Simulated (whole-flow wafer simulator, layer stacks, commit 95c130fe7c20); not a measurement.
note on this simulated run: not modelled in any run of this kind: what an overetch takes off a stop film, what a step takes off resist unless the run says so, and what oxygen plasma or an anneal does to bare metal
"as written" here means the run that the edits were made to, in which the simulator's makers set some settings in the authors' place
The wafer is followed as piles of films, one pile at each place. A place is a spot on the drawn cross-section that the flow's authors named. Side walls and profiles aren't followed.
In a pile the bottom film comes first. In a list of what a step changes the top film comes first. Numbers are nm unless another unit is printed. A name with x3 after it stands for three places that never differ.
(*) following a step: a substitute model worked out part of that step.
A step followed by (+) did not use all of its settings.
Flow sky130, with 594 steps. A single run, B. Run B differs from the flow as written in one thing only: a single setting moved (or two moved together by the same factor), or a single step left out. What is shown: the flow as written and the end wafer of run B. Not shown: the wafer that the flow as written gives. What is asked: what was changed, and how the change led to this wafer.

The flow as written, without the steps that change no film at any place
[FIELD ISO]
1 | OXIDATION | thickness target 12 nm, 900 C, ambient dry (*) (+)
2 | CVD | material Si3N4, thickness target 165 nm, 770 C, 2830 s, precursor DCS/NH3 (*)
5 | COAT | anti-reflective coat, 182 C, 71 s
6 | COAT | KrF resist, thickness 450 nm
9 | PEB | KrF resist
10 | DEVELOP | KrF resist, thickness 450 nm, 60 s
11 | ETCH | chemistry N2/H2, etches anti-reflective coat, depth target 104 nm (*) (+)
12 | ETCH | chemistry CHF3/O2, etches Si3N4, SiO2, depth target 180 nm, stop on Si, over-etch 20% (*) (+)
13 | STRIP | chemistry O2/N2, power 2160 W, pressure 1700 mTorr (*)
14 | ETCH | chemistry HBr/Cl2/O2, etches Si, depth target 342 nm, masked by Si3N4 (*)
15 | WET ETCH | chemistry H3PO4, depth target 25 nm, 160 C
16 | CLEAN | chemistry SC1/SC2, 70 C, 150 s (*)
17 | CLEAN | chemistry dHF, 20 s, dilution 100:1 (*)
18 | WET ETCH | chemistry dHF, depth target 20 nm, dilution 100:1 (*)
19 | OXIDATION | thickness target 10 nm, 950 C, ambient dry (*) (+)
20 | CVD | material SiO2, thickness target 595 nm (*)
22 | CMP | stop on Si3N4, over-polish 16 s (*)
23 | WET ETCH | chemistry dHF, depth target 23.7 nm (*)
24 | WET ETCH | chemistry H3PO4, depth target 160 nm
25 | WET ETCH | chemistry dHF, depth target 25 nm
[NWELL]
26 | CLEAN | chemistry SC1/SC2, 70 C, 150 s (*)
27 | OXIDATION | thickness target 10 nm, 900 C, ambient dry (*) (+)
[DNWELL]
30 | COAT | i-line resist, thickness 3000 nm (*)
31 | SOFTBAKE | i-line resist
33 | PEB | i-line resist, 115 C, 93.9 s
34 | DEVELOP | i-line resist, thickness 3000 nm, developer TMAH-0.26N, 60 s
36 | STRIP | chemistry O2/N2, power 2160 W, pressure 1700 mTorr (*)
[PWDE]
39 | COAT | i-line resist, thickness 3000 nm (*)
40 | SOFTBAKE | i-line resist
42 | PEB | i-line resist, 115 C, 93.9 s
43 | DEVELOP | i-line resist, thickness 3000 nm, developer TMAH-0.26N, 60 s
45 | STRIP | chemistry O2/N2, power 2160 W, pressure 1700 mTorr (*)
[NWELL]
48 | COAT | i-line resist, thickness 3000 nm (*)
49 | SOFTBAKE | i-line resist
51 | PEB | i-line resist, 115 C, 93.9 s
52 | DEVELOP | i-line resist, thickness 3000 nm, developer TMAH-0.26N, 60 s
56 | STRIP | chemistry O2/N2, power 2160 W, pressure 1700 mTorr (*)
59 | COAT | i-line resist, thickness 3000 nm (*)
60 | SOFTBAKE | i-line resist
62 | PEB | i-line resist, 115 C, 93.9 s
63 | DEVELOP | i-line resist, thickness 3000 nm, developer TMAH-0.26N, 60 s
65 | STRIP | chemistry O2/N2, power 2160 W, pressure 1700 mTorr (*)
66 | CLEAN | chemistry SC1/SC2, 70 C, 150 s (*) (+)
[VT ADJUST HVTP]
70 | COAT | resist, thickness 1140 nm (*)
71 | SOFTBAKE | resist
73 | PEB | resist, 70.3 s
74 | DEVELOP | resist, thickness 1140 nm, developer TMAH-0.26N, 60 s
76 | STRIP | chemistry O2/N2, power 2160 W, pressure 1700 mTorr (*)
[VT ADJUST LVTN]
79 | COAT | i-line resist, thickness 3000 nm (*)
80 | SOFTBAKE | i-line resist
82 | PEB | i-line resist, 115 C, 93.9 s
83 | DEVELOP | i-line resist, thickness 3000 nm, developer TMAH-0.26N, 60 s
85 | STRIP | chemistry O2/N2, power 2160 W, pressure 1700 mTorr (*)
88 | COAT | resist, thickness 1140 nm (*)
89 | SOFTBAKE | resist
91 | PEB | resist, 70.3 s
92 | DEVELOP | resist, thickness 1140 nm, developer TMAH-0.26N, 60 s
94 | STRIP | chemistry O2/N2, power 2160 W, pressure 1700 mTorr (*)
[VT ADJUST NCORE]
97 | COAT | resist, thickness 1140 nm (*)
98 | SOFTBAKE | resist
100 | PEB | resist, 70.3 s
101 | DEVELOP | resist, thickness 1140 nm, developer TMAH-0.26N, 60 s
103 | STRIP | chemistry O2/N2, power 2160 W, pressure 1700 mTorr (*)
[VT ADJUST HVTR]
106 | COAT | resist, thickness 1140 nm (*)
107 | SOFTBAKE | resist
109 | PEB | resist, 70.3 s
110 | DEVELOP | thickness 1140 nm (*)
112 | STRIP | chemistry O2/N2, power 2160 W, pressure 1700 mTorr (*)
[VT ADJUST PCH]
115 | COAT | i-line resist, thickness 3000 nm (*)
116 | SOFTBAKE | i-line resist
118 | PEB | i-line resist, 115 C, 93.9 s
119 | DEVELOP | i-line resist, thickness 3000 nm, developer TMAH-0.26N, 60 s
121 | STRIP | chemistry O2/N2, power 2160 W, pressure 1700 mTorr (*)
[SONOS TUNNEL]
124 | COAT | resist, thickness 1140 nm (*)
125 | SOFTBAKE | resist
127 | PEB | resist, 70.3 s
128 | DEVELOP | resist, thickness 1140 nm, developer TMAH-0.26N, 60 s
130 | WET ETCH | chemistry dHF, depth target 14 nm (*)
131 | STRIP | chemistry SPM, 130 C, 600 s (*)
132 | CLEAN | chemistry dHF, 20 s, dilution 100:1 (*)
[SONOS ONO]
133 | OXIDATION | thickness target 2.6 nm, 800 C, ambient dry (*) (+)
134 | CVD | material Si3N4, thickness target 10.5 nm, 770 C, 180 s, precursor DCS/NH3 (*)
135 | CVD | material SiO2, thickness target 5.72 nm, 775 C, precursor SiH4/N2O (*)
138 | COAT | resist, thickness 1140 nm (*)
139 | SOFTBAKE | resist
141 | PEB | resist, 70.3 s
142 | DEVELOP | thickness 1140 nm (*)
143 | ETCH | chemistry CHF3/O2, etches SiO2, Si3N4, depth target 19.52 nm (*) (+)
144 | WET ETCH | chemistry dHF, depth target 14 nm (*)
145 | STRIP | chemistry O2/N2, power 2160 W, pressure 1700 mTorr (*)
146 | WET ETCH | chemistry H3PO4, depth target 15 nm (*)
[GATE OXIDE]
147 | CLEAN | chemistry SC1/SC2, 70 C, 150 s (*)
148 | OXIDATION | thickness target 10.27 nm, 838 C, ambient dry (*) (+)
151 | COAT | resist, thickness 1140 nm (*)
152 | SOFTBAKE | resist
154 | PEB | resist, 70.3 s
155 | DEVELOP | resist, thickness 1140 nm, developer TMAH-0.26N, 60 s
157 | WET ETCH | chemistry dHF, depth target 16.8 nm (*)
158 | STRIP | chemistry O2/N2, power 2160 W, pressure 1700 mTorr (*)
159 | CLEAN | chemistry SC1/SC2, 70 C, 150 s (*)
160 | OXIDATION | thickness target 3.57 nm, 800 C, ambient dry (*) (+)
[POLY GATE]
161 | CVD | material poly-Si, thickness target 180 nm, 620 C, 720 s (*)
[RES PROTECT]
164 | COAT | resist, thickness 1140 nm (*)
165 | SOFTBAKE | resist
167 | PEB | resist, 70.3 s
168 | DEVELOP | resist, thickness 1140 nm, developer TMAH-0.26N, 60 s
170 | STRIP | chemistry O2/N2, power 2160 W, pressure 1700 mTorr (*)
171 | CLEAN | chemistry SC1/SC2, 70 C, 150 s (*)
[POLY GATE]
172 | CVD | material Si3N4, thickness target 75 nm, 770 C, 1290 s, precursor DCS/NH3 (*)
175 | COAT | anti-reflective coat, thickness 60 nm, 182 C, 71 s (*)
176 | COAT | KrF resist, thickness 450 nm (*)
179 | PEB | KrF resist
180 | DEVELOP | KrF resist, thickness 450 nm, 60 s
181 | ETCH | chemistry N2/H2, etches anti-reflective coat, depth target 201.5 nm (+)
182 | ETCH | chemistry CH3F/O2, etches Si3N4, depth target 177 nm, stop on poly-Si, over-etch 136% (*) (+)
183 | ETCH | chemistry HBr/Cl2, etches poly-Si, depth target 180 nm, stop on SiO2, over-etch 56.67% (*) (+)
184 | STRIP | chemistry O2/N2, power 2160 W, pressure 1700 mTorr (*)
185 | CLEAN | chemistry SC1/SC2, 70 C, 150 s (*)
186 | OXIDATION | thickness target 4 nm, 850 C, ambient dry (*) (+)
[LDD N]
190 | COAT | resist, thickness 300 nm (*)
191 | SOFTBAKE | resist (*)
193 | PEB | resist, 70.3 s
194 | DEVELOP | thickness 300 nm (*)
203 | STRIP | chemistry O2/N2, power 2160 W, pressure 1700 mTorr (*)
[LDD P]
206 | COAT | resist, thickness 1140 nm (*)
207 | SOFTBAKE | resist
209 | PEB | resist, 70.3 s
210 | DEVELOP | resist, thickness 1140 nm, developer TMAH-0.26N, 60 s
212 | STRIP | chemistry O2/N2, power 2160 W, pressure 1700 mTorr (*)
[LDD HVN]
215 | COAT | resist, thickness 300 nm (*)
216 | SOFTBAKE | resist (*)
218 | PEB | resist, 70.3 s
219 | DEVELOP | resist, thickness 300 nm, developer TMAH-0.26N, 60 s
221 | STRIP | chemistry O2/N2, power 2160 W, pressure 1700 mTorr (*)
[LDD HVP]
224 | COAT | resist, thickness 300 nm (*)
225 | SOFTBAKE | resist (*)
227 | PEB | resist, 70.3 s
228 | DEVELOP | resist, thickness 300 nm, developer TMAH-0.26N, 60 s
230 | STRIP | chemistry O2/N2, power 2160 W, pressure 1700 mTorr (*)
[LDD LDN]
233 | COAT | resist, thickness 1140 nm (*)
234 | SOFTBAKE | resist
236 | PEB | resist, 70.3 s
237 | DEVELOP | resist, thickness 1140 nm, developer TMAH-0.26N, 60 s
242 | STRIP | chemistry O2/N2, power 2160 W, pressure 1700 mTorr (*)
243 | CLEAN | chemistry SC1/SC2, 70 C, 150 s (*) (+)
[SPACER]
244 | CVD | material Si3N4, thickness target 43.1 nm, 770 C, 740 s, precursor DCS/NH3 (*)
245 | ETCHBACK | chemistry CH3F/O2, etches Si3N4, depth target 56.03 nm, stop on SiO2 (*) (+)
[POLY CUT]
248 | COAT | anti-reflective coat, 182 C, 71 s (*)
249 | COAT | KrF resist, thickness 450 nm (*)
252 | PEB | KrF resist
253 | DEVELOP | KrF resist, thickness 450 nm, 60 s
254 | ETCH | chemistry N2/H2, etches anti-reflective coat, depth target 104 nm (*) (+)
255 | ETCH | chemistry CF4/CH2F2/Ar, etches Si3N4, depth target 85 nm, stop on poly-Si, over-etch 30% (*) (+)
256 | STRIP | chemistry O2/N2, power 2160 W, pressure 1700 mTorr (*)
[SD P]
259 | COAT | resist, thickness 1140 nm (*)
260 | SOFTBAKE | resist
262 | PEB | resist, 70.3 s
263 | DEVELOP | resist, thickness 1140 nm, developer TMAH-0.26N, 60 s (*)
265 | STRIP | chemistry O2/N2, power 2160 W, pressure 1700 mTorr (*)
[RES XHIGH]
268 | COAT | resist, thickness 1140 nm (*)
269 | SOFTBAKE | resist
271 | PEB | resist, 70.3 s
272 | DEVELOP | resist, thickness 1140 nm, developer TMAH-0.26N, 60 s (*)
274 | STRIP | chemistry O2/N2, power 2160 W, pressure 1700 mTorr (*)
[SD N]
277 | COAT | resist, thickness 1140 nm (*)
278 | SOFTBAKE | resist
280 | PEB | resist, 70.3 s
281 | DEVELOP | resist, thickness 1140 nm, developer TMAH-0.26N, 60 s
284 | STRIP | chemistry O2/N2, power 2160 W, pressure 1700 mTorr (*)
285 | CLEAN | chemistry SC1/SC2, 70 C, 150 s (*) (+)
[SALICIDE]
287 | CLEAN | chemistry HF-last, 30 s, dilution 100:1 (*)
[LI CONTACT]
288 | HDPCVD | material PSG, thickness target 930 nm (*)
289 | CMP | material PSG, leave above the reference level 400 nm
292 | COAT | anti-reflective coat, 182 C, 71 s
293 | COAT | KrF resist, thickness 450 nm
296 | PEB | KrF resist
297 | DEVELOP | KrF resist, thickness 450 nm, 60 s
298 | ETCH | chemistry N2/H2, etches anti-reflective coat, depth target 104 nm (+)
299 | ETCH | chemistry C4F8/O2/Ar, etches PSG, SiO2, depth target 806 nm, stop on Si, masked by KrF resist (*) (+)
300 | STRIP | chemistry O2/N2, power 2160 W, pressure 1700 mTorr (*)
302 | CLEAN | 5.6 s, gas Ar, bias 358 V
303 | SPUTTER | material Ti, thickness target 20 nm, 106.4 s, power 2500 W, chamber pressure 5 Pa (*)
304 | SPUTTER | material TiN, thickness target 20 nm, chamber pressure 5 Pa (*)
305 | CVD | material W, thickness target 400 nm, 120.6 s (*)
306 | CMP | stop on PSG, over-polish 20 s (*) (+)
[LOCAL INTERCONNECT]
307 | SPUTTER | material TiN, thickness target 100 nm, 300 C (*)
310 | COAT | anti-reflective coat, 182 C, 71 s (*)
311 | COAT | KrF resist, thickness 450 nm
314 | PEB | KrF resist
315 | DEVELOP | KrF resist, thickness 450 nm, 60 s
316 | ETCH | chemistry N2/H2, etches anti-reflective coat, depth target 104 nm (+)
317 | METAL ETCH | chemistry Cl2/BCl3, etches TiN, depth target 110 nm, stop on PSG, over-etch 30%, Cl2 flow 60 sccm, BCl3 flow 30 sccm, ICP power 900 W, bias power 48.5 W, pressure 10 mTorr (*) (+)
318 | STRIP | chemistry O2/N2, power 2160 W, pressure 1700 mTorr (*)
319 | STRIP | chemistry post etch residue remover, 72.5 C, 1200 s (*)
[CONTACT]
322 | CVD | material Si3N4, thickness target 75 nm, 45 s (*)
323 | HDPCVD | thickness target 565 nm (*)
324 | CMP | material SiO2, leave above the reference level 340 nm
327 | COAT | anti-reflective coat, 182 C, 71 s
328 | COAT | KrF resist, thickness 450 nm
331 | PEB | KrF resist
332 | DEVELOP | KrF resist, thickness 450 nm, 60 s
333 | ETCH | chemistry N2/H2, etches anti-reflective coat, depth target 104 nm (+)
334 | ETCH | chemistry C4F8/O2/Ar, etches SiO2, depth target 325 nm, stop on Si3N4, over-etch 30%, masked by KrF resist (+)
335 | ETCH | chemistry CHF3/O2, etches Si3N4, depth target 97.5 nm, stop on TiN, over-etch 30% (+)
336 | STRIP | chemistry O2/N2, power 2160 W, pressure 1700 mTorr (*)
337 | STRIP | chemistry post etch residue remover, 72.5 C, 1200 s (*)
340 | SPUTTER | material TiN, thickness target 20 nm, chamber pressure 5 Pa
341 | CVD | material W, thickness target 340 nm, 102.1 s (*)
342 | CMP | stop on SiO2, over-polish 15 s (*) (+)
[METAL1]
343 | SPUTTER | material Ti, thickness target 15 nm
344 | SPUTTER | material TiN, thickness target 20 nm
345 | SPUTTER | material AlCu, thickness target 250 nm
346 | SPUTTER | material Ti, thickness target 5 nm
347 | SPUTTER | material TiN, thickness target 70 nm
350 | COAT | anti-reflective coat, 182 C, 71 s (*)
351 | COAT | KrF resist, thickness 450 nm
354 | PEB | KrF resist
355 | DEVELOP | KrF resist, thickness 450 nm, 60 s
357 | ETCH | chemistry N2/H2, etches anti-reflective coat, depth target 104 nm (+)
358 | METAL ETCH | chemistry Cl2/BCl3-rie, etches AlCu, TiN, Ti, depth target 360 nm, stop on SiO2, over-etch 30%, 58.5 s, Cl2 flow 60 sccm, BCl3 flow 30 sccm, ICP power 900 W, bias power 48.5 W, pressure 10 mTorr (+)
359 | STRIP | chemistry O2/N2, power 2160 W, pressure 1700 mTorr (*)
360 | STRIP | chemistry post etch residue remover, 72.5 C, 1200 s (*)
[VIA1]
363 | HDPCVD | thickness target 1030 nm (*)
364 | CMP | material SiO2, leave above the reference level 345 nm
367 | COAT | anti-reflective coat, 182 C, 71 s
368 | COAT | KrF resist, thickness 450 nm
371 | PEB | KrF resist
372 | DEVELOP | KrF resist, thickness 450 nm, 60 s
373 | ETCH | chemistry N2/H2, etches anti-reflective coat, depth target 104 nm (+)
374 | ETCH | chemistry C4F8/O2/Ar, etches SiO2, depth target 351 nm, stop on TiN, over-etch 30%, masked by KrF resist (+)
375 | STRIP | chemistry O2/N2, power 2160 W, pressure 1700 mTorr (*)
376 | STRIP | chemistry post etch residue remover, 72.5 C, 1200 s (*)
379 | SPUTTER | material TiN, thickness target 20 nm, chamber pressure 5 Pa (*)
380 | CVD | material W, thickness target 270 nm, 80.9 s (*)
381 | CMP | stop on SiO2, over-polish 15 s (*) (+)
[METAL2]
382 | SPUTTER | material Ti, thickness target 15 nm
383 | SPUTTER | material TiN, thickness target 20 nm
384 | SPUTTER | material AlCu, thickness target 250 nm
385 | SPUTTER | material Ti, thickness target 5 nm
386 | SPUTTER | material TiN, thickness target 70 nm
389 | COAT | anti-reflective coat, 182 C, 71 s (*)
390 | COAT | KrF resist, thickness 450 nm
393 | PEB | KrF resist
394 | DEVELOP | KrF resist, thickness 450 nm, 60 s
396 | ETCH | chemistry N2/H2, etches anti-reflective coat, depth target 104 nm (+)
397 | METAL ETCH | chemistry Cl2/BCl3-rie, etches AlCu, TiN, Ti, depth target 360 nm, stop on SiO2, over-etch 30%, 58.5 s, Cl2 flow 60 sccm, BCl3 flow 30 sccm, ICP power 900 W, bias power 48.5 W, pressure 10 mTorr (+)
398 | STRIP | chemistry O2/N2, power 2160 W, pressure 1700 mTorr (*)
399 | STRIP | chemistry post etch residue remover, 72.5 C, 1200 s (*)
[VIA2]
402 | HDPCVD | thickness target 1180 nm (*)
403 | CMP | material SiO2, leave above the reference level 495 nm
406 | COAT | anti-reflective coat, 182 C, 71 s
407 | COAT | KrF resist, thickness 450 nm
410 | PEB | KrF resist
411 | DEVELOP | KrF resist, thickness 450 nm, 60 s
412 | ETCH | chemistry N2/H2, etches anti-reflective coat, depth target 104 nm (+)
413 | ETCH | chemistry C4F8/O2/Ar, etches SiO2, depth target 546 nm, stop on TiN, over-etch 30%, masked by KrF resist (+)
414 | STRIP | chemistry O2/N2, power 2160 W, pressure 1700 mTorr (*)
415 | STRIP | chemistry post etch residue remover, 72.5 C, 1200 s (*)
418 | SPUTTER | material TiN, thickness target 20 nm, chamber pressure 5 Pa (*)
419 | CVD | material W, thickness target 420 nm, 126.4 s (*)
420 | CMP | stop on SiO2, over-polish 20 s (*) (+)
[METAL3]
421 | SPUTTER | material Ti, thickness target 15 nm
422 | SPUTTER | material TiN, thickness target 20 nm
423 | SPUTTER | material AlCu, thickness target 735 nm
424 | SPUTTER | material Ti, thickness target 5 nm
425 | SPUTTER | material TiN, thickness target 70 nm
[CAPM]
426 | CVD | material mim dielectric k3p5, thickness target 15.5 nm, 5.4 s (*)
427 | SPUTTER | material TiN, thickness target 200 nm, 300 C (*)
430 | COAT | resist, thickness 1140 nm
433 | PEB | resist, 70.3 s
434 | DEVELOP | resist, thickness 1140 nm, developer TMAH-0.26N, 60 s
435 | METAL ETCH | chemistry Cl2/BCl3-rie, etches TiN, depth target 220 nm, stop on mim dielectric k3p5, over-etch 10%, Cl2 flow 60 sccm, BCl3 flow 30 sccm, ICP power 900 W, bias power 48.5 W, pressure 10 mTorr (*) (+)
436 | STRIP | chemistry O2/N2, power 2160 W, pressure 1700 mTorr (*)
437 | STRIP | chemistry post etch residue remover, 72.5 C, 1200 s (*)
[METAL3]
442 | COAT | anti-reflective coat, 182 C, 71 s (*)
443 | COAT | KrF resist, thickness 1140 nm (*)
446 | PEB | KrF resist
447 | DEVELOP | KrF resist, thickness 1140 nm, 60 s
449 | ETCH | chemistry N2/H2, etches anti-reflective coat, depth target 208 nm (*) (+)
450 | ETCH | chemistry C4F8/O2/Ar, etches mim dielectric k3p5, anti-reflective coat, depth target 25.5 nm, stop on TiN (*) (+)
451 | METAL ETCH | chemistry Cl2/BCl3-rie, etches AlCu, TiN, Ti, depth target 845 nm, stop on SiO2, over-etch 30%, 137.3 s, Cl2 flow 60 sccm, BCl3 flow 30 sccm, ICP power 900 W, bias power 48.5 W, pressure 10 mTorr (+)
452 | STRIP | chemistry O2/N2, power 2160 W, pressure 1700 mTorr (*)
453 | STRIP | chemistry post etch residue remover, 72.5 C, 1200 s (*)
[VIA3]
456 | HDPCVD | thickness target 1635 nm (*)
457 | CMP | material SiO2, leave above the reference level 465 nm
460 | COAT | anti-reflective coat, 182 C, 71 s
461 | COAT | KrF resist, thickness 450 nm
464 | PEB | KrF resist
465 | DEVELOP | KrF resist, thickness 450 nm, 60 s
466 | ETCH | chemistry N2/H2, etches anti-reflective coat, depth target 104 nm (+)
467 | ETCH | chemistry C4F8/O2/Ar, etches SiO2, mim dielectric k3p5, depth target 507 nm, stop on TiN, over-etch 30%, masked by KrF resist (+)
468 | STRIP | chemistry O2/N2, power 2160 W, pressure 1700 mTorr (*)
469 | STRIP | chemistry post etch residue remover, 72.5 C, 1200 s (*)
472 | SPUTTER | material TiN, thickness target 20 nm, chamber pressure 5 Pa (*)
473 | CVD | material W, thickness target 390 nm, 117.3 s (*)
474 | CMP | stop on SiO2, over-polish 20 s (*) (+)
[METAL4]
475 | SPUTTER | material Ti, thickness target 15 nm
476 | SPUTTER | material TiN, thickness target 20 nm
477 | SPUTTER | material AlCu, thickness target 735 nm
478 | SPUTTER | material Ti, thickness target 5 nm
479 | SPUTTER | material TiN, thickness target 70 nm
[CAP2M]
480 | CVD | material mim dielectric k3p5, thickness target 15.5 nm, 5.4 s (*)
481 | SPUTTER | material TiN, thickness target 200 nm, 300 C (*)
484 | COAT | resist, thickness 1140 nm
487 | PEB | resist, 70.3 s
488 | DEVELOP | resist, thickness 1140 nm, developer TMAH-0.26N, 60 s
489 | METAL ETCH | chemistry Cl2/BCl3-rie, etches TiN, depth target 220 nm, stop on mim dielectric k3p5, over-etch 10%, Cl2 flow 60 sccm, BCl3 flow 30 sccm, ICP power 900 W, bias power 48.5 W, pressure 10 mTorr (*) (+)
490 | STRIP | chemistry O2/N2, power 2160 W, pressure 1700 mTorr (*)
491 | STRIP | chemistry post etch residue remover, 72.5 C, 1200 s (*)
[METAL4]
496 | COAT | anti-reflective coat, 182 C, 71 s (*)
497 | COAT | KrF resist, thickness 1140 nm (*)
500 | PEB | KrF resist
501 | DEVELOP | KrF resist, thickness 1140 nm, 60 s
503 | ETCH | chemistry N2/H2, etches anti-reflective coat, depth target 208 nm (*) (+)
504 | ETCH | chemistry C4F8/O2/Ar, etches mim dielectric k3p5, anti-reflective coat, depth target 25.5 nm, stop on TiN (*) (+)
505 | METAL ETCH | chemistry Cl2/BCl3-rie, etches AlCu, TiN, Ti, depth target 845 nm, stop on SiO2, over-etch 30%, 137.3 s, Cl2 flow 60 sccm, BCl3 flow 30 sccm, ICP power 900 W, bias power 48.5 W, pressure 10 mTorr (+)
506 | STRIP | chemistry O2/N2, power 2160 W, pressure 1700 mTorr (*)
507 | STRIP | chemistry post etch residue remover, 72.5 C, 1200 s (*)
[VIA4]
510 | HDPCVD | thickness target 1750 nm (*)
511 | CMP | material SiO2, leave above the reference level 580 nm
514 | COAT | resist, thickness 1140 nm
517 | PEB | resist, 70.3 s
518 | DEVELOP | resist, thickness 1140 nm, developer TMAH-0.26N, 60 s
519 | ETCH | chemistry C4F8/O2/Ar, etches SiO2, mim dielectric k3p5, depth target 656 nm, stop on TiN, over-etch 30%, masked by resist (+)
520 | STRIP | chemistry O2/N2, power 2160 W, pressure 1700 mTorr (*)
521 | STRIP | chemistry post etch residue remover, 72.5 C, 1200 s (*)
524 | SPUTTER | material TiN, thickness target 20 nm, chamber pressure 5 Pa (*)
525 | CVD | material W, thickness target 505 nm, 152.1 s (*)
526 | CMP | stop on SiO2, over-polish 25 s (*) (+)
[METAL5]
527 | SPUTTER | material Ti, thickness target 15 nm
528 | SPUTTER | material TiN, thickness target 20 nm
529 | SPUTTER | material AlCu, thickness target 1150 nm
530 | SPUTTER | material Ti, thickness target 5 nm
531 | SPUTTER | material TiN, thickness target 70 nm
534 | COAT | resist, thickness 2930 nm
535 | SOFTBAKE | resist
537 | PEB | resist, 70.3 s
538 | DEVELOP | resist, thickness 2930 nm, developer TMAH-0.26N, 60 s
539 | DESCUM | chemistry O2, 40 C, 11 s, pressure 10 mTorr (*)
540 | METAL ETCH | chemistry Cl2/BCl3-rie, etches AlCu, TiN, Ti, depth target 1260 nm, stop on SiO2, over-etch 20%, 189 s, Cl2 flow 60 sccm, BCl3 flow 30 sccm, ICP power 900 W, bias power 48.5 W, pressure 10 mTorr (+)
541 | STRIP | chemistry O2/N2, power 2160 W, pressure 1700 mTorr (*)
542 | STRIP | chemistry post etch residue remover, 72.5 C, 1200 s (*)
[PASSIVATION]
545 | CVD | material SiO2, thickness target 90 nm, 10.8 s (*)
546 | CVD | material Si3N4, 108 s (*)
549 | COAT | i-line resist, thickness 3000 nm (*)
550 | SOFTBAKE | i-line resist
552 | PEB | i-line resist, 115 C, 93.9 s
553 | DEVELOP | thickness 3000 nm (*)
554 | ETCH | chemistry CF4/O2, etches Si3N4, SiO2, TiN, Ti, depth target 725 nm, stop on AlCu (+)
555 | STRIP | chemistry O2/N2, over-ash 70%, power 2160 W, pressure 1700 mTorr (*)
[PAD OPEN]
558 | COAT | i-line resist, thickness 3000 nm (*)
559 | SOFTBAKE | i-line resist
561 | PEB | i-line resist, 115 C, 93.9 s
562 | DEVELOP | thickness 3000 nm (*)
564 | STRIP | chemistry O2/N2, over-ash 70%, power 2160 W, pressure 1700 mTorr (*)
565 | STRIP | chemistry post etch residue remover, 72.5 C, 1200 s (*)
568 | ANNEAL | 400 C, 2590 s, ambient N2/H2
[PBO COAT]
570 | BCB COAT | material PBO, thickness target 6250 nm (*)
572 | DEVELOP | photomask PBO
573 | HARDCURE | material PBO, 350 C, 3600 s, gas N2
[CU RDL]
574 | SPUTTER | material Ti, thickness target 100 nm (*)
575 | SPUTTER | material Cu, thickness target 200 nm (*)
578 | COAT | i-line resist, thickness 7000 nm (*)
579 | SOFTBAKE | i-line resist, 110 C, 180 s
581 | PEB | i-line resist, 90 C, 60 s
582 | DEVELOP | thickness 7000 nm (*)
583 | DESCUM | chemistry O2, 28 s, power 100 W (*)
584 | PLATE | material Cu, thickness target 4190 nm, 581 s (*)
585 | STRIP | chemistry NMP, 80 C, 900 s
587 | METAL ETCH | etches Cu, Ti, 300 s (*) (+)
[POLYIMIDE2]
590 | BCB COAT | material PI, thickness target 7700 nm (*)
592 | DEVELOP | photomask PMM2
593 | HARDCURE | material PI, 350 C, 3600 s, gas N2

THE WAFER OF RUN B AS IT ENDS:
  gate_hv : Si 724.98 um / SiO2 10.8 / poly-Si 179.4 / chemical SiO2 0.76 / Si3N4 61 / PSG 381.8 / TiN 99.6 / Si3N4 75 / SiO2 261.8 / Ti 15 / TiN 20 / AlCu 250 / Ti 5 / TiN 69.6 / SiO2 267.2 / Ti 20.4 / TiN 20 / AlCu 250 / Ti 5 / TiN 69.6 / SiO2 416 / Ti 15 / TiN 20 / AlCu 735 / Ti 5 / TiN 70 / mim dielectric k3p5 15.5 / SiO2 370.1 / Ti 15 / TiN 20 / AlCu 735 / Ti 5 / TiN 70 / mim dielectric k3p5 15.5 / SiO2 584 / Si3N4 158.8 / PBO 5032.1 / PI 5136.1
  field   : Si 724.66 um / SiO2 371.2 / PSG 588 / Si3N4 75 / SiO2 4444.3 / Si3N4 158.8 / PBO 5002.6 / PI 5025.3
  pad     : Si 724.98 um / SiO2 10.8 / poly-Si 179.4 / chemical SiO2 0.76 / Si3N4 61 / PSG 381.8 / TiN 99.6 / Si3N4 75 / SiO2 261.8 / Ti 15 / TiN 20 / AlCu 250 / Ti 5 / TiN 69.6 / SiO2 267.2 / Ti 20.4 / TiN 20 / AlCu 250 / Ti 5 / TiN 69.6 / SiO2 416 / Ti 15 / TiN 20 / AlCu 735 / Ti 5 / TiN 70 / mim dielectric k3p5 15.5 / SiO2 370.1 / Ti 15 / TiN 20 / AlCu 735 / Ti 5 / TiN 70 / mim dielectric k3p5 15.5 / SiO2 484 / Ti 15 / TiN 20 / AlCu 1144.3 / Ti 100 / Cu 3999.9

Cause: step 382, SPUTTER: thickness target 20.4 nm was run, though the flow has thickness target 15 nm.
The wafer itself shows it: gate_hv has Ti 20.4, and step 382 as written asks for 15 nm.

How this came from the change, step by step:
  382 | SPUTTER | material Ti, thickness target 15 nm
      field, active, n_well and 188 more: +20.4 Ti (new film) (as written it would have been: +15 Ti (new film))
  397 | METAL ETCH | chemistry Cl2/BCl3-rie, etches AlCu, TiN, Ti, depth target 360 nm, stop on SiO2, over-etch 30%, 58.5 s, Cl2 flow 60 sccm, BCl3 flow 30 sccm, ICP power 900 W, bias power 48.5 W, pressure 10 mTorr (+)
      field, active, gate and 82 more: -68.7 TiN (all of it), -5 Ti (all of it), -250 AlCu (all of it), -20 TiN (all of it), -20.4 Ti (all of it), -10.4 SiO2 (as written it would have been: -68.7 TiN (all of it), -5 Ti (all of it), -250 AlCu (all of it), -20 TiN (all of it), -15 Ti (all of it), -10.9 SiO2)
